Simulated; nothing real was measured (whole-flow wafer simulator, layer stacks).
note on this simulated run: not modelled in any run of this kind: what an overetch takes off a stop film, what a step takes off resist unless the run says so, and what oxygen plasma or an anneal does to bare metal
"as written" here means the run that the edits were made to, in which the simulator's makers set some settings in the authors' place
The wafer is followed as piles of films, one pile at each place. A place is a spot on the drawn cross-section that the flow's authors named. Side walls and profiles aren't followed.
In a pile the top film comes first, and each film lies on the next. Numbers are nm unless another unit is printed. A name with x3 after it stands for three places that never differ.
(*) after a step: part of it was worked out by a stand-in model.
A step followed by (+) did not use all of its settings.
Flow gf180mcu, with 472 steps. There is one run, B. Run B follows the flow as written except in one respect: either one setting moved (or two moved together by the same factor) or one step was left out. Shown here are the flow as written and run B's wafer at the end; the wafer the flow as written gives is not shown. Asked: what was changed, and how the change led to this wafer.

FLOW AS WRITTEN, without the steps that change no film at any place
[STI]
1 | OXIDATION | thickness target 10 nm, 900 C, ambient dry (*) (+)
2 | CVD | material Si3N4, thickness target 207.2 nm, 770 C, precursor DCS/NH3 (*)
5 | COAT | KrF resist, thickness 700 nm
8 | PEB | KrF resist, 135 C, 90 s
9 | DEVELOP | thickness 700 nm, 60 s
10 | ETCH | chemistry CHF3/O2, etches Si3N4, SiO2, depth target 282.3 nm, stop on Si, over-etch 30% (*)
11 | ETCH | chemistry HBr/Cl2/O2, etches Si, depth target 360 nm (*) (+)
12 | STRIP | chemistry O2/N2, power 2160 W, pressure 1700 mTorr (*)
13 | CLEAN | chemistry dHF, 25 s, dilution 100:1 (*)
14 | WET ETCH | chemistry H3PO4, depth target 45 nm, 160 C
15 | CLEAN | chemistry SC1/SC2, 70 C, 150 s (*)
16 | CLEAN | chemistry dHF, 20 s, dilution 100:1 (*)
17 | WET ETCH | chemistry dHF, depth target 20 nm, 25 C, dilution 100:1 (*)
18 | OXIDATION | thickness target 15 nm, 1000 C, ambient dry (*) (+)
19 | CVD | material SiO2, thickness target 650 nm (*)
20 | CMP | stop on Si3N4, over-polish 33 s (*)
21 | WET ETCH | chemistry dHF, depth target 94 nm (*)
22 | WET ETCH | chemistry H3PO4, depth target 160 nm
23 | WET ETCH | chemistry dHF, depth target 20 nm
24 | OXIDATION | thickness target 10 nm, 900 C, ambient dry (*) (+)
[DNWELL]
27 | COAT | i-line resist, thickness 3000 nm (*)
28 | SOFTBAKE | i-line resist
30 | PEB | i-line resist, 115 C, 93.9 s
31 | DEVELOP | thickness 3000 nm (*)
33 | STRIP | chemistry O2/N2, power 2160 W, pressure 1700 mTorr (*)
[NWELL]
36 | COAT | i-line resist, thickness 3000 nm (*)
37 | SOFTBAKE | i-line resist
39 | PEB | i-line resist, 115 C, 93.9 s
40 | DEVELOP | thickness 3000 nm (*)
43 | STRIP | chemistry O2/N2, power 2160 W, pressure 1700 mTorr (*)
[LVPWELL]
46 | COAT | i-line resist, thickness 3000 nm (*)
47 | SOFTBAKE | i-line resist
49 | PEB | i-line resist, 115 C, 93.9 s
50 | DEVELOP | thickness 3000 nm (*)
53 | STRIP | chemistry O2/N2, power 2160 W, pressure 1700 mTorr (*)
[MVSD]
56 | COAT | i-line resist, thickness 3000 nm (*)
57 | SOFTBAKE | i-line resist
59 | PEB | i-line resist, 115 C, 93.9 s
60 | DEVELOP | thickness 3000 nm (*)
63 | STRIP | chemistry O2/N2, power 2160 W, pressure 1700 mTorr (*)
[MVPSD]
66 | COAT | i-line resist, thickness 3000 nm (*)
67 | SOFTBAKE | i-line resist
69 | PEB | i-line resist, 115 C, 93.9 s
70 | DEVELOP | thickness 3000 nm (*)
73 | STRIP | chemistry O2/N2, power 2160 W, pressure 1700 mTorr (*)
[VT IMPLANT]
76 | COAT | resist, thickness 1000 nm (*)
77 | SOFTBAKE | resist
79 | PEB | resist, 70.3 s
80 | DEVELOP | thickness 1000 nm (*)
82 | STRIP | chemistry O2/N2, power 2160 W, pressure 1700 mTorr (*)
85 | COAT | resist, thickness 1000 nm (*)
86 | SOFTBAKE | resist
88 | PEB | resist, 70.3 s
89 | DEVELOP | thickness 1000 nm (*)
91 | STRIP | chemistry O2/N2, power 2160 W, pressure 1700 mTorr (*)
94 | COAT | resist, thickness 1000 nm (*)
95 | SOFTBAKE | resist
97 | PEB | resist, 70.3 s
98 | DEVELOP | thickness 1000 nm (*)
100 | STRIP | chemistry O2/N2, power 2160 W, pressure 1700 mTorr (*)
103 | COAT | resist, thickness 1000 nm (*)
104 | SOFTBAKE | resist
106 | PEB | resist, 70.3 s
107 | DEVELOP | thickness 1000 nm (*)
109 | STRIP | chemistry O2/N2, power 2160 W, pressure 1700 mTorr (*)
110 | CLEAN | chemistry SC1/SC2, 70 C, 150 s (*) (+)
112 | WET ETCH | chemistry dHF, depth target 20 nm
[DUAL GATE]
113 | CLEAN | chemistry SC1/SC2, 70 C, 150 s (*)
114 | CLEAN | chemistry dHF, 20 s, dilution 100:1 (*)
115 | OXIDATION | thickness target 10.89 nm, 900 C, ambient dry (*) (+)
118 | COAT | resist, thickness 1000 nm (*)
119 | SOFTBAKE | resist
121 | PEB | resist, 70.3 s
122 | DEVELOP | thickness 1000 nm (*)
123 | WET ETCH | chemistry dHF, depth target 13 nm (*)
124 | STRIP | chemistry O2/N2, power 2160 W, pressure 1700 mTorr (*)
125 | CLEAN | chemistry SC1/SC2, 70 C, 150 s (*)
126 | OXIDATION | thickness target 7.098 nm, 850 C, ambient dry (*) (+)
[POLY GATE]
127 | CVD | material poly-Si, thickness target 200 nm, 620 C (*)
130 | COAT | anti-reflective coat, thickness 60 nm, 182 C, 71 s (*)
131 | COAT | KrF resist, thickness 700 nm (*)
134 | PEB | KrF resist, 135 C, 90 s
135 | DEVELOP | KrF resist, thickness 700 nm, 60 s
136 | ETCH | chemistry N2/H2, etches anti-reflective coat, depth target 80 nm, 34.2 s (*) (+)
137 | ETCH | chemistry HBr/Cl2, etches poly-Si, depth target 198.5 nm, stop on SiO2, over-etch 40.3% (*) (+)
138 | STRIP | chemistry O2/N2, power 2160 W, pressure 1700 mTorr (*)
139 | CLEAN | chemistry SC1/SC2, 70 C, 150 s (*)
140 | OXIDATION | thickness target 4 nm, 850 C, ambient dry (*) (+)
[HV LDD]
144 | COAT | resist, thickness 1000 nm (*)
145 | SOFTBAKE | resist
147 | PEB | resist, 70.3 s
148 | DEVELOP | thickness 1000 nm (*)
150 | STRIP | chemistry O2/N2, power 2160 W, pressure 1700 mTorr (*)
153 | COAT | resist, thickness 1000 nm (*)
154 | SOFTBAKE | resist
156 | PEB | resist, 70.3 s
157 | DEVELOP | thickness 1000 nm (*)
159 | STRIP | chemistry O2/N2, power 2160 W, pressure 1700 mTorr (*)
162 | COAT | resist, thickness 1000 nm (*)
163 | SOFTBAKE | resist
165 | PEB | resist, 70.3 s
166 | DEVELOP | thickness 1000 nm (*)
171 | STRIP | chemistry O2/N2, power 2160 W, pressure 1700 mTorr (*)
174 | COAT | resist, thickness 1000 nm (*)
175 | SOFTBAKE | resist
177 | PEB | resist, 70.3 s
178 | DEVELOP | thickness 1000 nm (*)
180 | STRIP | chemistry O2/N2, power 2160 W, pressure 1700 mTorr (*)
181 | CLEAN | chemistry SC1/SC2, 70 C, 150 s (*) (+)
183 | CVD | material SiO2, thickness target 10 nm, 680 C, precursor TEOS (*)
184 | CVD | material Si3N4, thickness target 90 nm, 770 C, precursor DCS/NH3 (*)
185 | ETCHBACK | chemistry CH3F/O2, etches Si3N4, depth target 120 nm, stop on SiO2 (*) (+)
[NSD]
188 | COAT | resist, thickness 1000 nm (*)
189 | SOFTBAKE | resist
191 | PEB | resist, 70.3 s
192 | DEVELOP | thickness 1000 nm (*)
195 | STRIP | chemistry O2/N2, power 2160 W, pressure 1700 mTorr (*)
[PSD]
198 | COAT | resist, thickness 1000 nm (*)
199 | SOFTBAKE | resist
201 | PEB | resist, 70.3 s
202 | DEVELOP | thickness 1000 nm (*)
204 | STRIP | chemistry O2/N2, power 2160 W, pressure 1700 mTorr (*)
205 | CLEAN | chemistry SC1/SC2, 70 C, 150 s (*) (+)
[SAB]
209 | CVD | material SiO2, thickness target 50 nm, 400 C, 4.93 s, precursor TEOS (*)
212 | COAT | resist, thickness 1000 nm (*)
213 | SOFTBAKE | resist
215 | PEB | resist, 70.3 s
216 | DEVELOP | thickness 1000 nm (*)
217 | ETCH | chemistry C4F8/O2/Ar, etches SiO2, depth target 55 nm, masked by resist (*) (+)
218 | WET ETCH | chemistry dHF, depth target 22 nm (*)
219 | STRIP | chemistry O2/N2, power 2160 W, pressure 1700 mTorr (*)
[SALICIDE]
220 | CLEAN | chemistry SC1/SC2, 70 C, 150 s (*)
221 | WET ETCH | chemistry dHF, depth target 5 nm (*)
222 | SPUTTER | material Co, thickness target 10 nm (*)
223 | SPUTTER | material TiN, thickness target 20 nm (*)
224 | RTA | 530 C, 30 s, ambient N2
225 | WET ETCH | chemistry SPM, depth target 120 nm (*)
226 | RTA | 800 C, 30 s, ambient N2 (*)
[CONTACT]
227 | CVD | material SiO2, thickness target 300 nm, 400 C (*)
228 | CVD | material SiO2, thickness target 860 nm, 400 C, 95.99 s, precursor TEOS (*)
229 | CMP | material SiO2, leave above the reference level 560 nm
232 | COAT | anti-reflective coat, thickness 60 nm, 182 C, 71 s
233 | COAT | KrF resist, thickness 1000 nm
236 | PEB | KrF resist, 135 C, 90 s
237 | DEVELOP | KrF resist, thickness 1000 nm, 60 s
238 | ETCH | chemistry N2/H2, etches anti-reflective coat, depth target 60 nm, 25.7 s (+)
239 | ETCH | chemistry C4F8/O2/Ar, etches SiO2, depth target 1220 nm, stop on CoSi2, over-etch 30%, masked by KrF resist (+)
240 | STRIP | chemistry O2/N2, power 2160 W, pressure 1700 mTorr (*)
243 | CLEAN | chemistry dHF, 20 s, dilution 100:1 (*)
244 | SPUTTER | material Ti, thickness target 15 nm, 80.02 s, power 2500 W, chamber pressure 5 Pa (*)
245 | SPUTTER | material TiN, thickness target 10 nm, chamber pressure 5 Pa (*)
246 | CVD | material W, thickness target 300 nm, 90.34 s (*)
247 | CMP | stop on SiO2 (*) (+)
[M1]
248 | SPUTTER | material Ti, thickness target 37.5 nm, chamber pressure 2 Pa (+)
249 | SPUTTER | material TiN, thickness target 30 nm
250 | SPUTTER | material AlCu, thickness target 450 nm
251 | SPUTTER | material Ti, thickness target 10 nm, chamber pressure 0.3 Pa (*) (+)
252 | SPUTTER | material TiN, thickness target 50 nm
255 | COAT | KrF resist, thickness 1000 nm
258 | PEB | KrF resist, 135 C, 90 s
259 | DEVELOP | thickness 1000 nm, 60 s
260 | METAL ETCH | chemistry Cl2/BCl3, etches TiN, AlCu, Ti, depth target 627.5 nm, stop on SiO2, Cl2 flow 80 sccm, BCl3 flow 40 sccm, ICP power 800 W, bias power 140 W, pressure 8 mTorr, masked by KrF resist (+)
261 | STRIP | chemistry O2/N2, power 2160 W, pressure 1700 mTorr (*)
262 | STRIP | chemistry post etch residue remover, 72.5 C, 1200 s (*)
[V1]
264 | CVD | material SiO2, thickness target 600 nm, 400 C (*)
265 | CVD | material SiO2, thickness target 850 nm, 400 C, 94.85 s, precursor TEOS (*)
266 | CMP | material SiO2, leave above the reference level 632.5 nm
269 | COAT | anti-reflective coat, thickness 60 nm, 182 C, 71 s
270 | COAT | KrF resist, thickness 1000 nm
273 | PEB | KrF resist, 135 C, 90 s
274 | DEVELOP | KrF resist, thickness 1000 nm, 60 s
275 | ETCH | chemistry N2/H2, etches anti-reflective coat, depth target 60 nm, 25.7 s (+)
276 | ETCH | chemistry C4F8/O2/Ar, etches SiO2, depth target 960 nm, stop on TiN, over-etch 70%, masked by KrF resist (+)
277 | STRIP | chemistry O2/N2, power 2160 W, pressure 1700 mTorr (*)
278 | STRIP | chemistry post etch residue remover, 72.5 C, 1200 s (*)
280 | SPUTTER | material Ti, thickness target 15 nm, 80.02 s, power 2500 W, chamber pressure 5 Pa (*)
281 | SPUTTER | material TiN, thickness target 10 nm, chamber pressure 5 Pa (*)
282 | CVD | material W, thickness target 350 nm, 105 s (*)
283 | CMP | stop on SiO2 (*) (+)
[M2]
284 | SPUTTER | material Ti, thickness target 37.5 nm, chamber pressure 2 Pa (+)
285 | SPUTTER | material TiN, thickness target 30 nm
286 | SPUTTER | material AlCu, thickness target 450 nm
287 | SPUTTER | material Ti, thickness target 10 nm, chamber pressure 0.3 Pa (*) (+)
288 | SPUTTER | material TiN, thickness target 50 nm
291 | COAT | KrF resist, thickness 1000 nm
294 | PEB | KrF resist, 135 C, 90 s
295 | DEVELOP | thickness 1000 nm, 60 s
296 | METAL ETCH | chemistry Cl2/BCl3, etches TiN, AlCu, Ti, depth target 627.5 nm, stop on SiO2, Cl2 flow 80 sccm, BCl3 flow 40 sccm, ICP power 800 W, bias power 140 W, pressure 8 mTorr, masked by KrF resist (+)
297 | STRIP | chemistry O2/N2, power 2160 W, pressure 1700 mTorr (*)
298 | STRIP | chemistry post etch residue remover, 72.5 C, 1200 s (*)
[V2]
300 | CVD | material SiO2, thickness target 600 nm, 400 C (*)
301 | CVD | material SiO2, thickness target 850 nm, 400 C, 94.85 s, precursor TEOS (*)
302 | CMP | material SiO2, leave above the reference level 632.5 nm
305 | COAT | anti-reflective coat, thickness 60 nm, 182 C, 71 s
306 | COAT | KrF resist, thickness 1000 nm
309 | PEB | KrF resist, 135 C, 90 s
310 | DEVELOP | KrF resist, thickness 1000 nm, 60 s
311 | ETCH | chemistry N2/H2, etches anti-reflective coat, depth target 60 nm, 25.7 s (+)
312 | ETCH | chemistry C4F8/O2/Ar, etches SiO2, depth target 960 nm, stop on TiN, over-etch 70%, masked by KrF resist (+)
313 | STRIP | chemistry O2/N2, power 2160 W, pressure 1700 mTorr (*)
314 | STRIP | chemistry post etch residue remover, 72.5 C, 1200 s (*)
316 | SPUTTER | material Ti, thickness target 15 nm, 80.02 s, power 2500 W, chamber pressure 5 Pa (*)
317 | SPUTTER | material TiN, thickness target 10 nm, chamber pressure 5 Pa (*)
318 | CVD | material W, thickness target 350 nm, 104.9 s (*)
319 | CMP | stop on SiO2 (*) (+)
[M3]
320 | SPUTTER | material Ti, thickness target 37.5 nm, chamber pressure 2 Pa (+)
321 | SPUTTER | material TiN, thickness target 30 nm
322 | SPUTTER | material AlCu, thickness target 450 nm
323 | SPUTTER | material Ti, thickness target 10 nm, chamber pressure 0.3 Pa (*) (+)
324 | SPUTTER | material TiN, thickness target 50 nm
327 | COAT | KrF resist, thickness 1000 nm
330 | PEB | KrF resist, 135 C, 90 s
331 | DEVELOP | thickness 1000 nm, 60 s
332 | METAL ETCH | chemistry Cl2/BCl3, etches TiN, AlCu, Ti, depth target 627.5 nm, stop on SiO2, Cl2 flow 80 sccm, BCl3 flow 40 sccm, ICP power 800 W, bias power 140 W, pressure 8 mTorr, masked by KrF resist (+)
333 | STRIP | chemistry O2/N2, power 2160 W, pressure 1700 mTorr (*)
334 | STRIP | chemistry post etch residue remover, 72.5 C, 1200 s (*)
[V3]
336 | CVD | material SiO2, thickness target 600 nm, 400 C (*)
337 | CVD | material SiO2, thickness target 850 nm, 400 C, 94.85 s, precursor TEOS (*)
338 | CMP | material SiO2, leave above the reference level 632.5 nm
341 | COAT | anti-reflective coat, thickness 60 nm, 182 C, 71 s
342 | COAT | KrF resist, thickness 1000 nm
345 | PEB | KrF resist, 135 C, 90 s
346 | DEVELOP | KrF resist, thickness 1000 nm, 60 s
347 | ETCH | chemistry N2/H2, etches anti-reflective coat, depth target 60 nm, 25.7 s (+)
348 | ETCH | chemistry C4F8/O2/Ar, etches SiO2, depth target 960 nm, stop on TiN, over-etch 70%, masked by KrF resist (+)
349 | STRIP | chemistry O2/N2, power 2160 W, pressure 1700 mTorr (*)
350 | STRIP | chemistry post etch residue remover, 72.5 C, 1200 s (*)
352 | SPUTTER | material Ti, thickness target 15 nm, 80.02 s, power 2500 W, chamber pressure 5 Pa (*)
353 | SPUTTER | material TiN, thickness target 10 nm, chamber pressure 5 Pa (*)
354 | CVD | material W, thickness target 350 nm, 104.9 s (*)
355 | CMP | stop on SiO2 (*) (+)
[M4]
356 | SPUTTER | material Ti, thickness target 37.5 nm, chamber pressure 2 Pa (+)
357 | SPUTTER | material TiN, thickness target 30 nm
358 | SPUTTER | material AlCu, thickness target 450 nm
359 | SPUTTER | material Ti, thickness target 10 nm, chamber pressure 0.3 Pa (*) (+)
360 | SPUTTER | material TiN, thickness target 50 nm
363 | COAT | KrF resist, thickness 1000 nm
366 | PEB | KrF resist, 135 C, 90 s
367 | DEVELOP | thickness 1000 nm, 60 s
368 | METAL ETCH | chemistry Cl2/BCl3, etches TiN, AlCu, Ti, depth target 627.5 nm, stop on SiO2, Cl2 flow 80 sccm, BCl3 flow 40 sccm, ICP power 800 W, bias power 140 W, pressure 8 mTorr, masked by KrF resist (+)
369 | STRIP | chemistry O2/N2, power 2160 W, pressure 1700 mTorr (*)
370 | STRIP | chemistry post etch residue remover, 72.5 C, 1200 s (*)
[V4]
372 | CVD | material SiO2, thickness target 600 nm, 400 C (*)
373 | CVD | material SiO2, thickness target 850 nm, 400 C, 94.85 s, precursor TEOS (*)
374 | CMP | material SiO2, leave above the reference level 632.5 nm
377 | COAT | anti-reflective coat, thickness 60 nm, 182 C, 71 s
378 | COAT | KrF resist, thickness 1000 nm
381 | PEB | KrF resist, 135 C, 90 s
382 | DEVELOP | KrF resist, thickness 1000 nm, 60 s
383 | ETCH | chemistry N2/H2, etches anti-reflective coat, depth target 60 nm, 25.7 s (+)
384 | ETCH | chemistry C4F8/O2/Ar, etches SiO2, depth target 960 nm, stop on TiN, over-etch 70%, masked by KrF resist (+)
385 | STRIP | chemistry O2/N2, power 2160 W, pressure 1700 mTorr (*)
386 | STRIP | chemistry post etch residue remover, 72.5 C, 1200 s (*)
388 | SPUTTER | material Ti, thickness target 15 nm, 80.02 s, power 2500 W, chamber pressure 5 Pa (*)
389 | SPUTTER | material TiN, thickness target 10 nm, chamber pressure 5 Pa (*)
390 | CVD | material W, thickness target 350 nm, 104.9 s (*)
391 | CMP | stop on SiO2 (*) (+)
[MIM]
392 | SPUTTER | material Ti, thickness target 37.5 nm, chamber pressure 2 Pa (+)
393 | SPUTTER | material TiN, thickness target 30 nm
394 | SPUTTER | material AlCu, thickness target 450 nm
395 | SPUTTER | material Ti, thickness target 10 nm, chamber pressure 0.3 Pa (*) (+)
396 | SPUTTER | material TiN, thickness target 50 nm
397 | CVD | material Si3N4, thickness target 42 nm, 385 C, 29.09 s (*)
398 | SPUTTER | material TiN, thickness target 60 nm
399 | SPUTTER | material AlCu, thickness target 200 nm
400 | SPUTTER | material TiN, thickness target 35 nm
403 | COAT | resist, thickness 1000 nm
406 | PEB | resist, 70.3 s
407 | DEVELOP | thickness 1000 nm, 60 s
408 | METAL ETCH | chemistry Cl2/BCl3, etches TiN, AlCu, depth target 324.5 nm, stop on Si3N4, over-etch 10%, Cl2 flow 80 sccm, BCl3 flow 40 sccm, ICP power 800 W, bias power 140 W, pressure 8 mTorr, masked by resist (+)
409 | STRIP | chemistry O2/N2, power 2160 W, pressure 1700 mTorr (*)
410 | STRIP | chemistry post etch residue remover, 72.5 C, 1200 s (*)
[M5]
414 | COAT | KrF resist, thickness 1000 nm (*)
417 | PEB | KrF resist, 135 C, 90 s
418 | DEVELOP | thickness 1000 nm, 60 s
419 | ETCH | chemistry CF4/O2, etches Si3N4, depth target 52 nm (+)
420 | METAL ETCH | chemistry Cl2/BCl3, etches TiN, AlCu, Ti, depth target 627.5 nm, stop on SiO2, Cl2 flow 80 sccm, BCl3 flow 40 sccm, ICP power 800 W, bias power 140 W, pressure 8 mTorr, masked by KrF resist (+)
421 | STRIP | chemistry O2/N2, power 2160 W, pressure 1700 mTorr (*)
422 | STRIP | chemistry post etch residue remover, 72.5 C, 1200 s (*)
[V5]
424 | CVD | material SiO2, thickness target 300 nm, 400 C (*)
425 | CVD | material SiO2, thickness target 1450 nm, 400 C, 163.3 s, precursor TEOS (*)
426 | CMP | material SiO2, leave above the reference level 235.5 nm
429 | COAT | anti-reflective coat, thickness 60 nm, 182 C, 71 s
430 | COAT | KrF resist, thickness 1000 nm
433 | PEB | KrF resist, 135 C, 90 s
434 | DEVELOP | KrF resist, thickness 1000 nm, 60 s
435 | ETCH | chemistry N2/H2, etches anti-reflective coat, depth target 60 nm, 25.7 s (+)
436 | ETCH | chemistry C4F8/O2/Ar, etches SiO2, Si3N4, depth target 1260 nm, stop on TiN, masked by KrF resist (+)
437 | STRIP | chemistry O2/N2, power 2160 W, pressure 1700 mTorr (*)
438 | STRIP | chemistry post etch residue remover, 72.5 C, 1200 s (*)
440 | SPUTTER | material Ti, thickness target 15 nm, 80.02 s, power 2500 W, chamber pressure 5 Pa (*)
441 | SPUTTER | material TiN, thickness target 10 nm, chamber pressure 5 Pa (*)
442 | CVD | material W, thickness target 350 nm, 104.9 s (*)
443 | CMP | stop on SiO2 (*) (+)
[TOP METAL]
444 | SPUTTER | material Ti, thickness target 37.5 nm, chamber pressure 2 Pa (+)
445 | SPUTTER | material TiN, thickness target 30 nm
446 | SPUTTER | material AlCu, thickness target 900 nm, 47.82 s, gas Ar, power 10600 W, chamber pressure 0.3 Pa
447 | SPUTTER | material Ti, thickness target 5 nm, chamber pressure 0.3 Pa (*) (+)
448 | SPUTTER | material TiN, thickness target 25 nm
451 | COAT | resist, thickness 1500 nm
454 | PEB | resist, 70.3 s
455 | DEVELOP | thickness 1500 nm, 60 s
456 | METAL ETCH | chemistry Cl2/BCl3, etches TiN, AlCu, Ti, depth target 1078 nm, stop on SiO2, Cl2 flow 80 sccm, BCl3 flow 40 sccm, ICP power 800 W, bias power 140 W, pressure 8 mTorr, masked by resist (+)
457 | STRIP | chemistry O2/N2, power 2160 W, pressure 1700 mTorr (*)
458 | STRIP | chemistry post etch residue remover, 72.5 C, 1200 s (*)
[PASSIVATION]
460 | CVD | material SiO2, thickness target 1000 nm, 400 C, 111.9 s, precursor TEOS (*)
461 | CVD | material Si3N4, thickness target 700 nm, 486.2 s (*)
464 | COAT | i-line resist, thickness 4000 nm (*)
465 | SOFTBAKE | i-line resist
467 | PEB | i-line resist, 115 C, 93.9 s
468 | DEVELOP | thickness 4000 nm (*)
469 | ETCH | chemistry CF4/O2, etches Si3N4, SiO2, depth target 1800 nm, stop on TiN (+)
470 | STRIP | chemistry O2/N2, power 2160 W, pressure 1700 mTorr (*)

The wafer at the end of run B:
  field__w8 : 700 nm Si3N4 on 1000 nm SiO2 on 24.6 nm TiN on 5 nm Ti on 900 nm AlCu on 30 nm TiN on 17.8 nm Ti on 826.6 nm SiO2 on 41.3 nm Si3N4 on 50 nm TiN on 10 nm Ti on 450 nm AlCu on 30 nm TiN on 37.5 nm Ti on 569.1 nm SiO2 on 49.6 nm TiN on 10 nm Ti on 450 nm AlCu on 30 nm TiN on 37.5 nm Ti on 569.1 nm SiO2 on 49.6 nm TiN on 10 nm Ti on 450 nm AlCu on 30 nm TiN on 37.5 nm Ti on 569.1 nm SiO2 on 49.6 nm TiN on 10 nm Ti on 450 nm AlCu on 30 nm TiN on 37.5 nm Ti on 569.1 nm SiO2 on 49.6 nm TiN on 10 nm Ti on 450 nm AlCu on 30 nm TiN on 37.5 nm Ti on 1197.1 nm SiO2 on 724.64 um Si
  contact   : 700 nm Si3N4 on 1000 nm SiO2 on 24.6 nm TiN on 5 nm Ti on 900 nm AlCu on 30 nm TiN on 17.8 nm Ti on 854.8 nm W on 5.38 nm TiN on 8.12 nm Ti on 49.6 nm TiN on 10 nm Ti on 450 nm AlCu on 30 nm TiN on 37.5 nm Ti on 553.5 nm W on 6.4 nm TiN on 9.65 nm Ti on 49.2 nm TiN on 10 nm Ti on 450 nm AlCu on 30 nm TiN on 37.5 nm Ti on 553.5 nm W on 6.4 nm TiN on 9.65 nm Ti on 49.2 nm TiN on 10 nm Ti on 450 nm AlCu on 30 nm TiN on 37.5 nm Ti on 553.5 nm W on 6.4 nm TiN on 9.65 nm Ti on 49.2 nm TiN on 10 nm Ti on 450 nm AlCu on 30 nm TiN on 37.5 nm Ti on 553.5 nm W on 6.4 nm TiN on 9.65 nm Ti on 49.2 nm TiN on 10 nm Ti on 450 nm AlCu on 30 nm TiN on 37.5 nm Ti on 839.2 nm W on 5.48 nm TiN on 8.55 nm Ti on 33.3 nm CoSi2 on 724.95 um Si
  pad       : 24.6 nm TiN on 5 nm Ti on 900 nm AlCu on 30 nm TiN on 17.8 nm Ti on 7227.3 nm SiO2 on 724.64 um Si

Cause: step 444, SPUTTER: thickness target 17.8 nm was run, though the flow has thickness target 37.5 nm.
The wafer itself shows it: field__w8 has Ti 17.8, and step 444 as written asks for 37.5 nm.

How this came from the change, step by step:
  444 | SPUTTER | material Ti, thickness target 37.5 nm, chamber pressure 2 Pa (+)
      field, field__w1, field__w2 and 109 more: +17.8 Ti (new film) (it would be, as written: +37.5 Ti (new film))
  456 | METAL ETCH | chemistry Cl2/BCl3, etches TiN, AlCu, Ti, depth target 1078 nm, stop on SiO2, Cl2 flow 80 sccm, BCl3 flow 40 sccm, ICP power 800 W, bias power 140 W, pressure 8 mTorr, masked by resist (+)
      field, field__w1, field__w2 and 103 more: -25 TiN (all of it), -5 Ti (all of it), -900 AlCu (all of it), -30 TiN (all of it), -17.8 Ti (all of it) (it would be, as written: -25 TiN (all of it), -5 Ti (all of it), -900 AlCu (all of it), -30 TiN (all of it), -37.5 Ti (all of it))
  465 | SOFTBAKE | i-line resist
      field__w2, field_sub__w4: +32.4 i-line resist (it would be, as written: +33.4 i-line resist)
      field__w11, field__w13: +36.5 i-line resist (it would be, as written: +37.6 i-line resist)
      (and at 59 other places as well)
